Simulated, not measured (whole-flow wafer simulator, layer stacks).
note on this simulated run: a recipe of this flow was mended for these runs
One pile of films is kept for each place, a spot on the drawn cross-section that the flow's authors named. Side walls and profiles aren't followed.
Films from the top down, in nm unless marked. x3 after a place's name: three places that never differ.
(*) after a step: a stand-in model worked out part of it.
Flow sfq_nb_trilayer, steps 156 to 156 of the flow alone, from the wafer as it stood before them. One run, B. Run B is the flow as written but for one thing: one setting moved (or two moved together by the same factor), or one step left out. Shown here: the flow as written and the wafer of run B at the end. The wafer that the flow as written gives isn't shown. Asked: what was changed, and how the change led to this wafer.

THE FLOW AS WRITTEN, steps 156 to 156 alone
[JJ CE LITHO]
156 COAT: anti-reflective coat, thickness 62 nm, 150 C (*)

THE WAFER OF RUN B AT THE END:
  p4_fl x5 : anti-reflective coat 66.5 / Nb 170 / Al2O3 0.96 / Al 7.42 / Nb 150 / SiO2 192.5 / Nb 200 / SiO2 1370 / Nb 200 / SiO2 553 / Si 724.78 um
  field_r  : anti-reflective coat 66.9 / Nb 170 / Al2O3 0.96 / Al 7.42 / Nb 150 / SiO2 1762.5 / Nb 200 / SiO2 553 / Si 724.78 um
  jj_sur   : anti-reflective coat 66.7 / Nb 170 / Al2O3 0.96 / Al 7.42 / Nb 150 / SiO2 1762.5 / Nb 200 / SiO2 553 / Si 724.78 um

The cause: step 156, COAT: thickness 66.5 nm was run, where the flow has thickness 62 nm.
It can be read off the wafer: p4_fl x5 has anti-reflective coat 66.5, and step 156 as written asks for 62 nm.

How the change led to this, step by step:
  156 COAT: anti-reflective coat, thickness 62 nm, 150 C (*)
      p4_fl x5, p4_w1 x9, p3_s0 x42, wl_j_sl x15, wl_d_m1, l0r_line_l x3, m0r_space_l x2: anti-reflective coat +66.5 (new film) (as written it would be: anti-reflective coat +62 (new film))
      field_r, lsp_l, ln_m5, lsp_m, ln_m6, lsp_r: anti-reflective coat +66.9 (new film) (as written it would be: anti-reflective coat +62.3 (new film))
      (and at 21 more places)
